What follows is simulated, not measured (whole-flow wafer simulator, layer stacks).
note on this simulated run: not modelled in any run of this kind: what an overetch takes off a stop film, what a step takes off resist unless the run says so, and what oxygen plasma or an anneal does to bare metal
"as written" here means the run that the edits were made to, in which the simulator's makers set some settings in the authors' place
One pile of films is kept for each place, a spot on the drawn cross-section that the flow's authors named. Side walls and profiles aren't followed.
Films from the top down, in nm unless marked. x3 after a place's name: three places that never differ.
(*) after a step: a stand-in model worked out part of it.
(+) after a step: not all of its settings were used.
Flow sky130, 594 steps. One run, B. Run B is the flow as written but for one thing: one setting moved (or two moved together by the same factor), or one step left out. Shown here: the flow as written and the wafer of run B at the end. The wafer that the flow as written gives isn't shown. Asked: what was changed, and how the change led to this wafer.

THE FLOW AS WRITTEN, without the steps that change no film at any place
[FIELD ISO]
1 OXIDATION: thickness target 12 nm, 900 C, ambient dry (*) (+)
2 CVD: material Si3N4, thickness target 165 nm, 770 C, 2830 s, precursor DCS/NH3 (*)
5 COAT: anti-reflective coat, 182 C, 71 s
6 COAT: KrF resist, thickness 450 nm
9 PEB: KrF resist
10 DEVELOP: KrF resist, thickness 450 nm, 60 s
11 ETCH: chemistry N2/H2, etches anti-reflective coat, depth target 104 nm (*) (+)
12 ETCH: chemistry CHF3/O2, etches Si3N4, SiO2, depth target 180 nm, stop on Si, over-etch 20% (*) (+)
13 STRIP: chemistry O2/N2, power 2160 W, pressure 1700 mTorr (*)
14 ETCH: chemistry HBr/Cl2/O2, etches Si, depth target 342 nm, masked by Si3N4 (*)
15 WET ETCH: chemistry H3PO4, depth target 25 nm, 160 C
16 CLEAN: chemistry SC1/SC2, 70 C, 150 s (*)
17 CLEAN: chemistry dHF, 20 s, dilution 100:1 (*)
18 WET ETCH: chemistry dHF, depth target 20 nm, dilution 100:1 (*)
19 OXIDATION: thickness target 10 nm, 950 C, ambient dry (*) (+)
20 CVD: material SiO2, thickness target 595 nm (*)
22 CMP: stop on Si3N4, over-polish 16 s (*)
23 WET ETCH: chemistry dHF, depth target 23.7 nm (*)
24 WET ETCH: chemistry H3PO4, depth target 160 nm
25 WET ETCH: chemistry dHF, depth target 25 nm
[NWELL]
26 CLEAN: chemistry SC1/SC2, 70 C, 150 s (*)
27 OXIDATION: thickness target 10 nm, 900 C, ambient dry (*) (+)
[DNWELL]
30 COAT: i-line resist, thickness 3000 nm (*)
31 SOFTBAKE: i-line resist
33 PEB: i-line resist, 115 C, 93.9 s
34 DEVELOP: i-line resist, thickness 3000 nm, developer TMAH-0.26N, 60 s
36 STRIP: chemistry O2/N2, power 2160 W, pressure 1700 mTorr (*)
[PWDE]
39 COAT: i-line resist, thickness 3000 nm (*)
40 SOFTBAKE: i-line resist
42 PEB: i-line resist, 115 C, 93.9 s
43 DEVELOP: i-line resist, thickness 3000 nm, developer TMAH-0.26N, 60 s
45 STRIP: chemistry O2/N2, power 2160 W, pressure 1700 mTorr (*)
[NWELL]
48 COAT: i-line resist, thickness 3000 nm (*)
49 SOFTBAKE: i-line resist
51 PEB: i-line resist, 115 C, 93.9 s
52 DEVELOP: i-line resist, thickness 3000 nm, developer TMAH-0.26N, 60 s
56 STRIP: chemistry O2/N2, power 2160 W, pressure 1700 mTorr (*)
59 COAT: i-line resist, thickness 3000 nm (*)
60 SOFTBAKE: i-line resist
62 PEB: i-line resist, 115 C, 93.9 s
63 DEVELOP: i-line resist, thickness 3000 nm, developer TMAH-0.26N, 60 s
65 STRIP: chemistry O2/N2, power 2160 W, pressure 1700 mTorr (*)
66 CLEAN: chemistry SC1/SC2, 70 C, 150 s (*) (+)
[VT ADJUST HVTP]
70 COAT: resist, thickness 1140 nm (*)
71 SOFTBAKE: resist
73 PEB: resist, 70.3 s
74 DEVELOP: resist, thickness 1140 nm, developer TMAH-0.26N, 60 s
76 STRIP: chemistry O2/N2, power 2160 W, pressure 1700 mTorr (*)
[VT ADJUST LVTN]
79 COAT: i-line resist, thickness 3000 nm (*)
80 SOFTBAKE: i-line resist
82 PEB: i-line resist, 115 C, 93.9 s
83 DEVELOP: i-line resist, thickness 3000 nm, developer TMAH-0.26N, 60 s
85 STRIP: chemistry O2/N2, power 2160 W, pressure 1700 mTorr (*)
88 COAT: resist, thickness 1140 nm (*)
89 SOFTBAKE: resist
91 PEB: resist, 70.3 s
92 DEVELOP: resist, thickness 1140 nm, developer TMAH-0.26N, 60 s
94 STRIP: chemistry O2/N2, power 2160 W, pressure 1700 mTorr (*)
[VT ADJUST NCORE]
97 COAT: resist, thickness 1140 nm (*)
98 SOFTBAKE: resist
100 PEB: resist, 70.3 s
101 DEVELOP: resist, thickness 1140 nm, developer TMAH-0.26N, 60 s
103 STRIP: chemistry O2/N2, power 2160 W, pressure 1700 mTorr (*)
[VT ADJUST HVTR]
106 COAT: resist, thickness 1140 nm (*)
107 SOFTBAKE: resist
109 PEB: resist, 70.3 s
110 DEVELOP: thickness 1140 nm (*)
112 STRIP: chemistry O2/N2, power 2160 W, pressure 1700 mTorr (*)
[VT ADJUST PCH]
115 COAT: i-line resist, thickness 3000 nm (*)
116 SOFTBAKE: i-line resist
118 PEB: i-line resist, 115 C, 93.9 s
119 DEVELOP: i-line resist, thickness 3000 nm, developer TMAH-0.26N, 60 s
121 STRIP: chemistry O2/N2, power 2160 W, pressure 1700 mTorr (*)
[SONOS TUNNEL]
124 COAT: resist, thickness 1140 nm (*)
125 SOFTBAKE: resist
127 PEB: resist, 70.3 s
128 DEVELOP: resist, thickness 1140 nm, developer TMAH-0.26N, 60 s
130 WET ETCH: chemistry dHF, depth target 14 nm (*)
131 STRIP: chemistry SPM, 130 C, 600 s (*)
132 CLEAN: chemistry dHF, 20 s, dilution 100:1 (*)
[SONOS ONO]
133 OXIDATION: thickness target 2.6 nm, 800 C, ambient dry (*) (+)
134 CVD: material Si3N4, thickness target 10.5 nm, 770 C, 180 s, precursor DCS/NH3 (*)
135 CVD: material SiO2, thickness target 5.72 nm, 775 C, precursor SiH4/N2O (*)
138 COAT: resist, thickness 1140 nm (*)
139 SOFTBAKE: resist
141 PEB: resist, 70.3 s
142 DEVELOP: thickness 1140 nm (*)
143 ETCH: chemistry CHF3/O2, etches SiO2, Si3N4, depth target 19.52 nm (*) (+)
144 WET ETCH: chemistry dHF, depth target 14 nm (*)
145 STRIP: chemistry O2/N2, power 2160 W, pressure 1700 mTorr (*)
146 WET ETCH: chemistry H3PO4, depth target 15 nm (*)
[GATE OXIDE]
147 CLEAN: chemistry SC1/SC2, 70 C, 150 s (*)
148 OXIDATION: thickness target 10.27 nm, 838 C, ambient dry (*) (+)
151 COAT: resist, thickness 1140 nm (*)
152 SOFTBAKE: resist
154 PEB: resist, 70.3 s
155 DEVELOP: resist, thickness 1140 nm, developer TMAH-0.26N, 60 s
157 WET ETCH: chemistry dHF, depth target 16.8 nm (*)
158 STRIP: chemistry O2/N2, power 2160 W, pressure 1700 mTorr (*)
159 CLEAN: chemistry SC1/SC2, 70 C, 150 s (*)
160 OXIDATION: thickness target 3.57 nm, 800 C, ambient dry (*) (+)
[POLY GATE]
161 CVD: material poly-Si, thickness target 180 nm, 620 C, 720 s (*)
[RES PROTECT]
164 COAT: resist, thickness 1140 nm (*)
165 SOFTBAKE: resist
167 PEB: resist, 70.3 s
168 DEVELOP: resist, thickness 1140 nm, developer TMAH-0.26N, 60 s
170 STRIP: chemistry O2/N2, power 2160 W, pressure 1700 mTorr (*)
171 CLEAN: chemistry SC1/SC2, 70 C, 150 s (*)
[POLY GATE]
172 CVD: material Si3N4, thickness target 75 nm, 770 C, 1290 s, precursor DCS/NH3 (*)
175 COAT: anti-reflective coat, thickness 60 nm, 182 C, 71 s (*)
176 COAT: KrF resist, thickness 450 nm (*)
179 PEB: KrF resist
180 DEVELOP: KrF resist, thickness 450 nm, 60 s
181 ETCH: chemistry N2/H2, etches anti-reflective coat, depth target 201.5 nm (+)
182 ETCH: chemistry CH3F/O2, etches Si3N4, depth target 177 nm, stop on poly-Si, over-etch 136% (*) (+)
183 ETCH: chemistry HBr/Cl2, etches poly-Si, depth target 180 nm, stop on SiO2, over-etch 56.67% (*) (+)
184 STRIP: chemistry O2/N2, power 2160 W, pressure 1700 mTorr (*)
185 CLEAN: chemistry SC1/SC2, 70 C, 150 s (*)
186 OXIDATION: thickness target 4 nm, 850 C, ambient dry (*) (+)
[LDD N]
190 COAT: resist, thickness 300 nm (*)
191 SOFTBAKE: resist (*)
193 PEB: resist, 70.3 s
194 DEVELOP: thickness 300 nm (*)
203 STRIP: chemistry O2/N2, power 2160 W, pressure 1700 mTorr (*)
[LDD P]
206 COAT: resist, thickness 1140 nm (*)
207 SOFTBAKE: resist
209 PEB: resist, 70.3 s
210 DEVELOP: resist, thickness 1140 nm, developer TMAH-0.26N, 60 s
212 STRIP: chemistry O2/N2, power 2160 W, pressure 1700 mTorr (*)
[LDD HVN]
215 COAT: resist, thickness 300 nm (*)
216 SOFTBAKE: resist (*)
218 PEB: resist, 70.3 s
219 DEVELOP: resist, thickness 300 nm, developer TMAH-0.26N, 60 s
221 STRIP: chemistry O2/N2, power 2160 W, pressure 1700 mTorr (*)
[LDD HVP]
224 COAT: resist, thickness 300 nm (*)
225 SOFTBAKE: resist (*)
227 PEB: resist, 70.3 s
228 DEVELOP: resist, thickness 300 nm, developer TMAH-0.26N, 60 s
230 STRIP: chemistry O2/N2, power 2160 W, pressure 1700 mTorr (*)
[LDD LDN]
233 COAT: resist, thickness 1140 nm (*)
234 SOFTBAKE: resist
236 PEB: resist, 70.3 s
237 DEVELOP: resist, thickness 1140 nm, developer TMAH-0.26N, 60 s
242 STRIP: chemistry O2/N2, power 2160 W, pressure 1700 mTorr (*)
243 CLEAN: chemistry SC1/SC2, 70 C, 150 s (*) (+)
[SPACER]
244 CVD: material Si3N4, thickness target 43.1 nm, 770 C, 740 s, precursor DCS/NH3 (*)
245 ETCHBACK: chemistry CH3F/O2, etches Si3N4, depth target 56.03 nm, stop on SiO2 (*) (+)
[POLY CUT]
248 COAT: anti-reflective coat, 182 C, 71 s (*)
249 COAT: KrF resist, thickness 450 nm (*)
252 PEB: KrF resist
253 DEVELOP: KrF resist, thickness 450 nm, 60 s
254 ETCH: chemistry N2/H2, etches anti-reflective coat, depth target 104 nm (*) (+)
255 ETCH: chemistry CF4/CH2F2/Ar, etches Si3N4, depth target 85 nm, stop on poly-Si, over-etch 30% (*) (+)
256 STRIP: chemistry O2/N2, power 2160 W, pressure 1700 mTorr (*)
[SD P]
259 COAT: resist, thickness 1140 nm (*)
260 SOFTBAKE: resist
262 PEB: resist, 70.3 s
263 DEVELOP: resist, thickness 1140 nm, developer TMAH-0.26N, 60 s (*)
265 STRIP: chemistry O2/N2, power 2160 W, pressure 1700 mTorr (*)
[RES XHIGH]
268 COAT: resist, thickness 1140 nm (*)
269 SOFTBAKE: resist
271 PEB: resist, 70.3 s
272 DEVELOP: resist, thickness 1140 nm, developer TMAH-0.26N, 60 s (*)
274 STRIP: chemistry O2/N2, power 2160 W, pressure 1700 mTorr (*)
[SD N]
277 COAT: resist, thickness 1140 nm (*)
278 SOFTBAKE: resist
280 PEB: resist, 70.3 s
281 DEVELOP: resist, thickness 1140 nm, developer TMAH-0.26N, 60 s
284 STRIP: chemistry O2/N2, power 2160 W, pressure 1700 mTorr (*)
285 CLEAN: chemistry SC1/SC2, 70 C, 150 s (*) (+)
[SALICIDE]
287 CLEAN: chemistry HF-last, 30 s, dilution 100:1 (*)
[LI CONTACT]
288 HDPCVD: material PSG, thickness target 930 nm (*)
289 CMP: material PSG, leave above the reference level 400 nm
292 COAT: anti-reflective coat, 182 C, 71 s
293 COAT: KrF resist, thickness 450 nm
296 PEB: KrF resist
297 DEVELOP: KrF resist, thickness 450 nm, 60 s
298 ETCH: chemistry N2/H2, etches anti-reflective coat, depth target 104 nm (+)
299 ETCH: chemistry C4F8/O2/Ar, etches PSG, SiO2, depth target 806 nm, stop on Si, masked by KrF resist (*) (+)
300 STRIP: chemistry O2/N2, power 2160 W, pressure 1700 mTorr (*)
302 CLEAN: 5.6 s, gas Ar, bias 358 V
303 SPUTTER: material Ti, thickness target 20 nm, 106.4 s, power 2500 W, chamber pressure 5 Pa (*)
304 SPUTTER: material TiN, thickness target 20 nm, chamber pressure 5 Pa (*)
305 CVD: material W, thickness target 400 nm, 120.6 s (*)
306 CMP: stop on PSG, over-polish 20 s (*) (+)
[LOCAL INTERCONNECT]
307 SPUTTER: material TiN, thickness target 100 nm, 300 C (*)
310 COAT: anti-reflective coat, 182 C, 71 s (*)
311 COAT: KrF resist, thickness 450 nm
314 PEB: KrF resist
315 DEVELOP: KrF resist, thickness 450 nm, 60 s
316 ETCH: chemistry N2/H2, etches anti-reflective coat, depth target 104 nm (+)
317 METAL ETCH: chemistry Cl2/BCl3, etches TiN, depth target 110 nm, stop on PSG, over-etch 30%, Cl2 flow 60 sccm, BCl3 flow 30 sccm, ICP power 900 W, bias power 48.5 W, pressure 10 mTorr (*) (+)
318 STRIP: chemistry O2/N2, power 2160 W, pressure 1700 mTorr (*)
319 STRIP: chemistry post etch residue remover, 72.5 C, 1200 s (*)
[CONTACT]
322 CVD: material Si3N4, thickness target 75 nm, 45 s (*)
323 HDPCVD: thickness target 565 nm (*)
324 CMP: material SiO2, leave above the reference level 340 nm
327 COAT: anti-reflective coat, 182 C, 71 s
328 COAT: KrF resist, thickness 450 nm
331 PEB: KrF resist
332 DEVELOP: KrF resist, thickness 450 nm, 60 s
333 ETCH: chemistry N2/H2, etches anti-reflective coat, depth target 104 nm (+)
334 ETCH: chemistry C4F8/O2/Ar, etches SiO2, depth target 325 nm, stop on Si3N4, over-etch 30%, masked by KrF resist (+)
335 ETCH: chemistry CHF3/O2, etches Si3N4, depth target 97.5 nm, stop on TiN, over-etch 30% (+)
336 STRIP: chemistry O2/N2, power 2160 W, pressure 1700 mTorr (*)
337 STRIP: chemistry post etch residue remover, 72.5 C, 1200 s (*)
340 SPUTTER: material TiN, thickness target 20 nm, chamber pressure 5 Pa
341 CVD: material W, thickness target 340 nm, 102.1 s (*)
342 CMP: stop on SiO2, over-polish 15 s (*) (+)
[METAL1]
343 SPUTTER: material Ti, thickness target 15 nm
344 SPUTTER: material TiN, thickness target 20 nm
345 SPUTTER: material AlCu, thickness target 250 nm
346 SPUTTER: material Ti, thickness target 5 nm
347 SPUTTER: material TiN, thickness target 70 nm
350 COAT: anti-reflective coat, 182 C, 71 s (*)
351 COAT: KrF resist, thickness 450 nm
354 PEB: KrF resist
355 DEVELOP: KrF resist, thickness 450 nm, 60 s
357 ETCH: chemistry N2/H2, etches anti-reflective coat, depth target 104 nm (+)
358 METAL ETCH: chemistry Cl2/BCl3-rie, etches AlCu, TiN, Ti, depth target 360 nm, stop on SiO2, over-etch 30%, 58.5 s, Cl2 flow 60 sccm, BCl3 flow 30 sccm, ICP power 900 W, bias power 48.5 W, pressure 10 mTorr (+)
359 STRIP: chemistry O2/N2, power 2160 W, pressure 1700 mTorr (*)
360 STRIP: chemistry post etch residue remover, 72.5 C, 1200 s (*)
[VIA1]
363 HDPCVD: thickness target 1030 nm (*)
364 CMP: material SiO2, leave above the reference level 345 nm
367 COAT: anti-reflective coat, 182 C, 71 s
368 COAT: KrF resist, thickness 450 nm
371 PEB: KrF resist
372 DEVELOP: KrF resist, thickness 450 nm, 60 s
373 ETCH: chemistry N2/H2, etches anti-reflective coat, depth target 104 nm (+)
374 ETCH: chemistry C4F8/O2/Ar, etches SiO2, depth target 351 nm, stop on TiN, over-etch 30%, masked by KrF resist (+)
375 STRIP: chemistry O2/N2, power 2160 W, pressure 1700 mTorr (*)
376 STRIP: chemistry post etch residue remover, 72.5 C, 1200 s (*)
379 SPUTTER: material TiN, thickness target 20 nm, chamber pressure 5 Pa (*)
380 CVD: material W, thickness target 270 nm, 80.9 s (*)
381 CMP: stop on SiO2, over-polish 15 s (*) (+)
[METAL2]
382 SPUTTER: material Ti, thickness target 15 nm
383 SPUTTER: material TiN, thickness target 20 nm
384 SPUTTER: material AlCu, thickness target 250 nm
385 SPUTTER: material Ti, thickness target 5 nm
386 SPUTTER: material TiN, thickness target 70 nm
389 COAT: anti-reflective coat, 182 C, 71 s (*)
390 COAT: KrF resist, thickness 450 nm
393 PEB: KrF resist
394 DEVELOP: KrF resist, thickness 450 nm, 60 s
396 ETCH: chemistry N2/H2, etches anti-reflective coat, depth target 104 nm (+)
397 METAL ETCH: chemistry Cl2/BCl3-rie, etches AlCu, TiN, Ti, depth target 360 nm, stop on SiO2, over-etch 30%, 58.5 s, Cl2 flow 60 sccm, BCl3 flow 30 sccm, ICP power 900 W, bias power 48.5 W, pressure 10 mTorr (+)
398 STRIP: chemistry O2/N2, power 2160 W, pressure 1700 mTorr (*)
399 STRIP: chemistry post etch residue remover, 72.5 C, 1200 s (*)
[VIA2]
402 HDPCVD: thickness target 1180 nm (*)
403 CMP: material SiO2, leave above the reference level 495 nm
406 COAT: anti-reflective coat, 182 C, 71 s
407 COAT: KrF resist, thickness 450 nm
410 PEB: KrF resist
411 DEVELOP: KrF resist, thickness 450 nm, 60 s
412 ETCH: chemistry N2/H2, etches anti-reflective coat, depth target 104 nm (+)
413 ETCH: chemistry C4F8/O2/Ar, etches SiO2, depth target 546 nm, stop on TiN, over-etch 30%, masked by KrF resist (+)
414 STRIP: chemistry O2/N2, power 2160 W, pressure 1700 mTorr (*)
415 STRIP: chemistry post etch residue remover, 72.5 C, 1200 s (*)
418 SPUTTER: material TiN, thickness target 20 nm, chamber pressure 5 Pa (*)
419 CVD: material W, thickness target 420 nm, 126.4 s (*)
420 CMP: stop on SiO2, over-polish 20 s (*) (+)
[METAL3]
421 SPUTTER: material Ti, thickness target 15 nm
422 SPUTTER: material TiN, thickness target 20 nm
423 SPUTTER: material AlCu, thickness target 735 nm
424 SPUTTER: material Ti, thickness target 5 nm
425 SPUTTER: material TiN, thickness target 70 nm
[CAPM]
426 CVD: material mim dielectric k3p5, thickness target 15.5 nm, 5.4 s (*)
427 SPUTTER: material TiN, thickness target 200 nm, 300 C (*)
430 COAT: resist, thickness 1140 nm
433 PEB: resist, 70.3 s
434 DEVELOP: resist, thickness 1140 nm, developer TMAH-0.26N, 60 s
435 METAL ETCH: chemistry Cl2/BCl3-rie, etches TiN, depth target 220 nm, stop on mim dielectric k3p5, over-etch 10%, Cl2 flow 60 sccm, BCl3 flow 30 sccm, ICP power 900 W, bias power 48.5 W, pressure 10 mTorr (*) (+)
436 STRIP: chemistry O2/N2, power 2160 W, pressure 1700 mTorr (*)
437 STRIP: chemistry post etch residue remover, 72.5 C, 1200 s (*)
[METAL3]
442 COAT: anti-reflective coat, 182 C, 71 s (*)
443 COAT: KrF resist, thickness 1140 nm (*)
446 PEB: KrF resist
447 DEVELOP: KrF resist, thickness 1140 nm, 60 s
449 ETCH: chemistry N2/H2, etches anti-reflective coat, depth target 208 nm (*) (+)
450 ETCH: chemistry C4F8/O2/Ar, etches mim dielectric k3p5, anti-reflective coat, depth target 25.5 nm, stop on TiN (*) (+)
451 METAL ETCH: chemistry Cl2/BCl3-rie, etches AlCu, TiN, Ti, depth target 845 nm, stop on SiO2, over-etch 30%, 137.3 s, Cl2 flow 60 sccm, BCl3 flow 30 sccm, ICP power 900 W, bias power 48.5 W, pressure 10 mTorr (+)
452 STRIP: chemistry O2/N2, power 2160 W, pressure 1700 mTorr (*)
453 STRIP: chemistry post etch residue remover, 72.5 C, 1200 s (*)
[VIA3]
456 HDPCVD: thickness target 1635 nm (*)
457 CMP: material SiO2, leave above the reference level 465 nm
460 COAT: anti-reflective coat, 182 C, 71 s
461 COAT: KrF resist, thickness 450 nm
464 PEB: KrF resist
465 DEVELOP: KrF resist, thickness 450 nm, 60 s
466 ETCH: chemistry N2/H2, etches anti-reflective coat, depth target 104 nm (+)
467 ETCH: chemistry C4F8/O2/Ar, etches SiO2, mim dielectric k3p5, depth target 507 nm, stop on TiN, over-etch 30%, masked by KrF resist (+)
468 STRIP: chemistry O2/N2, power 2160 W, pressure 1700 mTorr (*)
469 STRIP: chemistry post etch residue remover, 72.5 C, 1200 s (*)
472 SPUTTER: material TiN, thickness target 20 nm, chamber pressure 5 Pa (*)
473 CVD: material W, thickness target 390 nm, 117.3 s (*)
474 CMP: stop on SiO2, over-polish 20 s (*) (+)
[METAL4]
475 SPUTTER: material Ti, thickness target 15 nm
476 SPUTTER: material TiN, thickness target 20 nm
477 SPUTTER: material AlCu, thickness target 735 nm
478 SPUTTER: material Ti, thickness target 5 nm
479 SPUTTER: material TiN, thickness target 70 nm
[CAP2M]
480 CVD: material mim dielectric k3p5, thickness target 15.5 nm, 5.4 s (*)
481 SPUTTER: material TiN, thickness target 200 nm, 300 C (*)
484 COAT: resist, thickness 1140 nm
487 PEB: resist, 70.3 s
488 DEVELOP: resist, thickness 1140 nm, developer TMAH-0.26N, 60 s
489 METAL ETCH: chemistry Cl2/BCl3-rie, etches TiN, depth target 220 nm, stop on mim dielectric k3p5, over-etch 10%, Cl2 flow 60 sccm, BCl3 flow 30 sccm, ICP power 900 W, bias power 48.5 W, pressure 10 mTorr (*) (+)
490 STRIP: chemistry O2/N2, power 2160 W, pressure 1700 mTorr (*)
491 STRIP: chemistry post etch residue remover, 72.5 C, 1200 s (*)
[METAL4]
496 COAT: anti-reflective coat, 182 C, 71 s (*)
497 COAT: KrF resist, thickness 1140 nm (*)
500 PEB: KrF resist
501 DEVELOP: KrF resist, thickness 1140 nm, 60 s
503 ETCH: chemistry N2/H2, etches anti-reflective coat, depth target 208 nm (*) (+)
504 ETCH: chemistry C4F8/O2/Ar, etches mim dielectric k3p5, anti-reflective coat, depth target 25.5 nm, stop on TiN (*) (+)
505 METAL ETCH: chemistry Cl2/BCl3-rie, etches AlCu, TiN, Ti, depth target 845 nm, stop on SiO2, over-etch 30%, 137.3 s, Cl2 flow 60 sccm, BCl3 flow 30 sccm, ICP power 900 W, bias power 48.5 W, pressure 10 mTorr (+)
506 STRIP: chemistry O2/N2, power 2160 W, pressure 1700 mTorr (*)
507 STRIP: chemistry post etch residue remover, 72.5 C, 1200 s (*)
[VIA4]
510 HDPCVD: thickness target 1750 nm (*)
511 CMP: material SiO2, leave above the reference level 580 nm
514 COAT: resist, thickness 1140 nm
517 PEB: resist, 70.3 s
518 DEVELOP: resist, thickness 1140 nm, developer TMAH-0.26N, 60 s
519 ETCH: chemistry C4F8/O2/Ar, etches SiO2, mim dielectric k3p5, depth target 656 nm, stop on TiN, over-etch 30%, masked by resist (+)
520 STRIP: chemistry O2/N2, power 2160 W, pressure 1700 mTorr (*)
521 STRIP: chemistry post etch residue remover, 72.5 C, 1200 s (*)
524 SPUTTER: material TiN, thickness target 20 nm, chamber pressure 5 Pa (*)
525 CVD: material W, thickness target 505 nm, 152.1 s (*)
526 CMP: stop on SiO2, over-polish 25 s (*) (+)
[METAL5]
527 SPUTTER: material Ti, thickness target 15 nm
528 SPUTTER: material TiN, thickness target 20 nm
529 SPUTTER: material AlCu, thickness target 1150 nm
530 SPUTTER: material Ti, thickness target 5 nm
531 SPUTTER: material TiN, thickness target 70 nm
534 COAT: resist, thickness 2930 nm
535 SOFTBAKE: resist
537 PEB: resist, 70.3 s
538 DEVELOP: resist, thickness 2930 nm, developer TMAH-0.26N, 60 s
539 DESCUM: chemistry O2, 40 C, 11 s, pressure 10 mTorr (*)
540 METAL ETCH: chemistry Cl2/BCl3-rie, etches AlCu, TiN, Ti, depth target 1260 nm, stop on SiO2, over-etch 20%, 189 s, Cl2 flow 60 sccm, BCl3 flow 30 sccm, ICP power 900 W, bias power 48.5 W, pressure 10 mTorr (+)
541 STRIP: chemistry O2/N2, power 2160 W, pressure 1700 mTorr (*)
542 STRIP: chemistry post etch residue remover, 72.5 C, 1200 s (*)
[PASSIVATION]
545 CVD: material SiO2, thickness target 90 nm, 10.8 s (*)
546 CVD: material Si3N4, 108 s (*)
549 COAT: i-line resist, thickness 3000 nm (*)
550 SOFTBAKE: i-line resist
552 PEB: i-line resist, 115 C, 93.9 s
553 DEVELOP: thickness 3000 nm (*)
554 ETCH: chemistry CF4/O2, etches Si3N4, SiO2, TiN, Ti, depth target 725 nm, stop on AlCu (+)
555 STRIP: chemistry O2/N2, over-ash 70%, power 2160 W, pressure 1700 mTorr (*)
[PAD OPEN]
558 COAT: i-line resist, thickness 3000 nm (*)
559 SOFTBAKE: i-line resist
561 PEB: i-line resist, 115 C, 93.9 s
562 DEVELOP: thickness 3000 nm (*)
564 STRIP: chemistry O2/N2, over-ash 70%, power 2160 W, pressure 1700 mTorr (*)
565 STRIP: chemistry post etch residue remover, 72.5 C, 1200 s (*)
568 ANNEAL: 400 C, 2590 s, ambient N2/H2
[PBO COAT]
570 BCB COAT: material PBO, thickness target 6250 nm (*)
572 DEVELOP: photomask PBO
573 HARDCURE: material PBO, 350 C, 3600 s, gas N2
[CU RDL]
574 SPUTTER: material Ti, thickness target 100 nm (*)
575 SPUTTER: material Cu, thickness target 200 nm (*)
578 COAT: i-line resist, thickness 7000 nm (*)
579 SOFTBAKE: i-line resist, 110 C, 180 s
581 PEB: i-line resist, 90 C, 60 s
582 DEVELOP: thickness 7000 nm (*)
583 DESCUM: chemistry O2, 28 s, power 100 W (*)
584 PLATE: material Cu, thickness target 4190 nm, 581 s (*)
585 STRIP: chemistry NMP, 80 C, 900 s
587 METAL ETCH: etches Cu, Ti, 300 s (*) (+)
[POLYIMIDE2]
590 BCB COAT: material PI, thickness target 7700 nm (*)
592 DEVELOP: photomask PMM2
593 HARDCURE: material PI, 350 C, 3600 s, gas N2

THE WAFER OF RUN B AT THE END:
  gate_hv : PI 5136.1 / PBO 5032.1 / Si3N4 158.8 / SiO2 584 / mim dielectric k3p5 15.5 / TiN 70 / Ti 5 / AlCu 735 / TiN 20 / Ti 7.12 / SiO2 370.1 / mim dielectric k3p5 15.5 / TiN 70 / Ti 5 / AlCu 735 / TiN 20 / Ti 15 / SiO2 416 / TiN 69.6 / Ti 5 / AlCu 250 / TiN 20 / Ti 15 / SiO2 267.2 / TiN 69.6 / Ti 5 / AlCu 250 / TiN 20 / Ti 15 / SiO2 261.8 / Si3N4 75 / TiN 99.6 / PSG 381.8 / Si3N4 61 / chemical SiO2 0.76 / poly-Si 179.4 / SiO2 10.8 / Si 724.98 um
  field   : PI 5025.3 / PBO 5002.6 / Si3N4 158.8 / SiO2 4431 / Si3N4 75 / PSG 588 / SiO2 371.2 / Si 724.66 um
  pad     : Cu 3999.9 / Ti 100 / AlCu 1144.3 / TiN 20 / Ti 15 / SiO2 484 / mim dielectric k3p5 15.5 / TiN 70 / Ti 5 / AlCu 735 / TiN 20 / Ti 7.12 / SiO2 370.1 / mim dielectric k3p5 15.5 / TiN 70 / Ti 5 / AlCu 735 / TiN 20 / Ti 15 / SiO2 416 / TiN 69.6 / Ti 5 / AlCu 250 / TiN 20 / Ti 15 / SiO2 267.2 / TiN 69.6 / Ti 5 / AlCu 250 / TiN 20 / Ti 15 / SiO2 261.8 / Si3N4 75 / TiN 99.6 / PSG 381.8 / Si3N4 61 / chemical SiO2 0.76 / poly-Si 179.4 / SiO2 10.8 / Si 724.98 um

The cause: step 475, SPUTTER: thickness target 7.12 nm was run, where the flow has thickness target 15 nm.
It can be read off the wafer: gate_hv has Ti 7.12, and step 475 as written asks for 15 nm.

How the change led to this, step by step:
  475 SPUTTER: material Ti, thickness target 15 nm
      field, active, n_well and 189 more: Ti +7.12 (new film) (as written it would be: Ti +15 (new film))
  505 METAL ETCH: chemistry Cl2/BCl3-rie, etches AlCu, TiN, Ti, depth target 845 nm, stop on SiO2, over-etch 30%, 137.3 s, Cl2 flow 60 sccm, BCl3 flow 30 sccm, ICP power 900 W, bias power 48.5 W, pressure 10 mTorr (+)
      field, gate, spacer and 68 more: TiN -70 (all of it), Ti -5 (all of it), AlCu -735 (all of it), TiN -20 (all of it), Ti -7.12 (all of it), SiO2 -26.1 (as written it would be: TiN -70 (all of it), Ti -5 (all of it), AlCu -735 (all of it), TiN -20 (all of it), Ti -15 (all of it), SiO2 -25.4)
      active, vpp_iso1, mim_edge_plate and 14 more: TiN -70 (all of it), Ti -5 (all of it), AlCu -735 (all of it), TiN -20 (all of it), Ti -7.12 (all of it), SiO2 -26.1 (as written it would be: TiN -70 (all of it), Ti -5 (all of it), AlCu -735 (all of it), TiN -20 (all of it), Ti -15 (all of it), SiO2 -25.3)
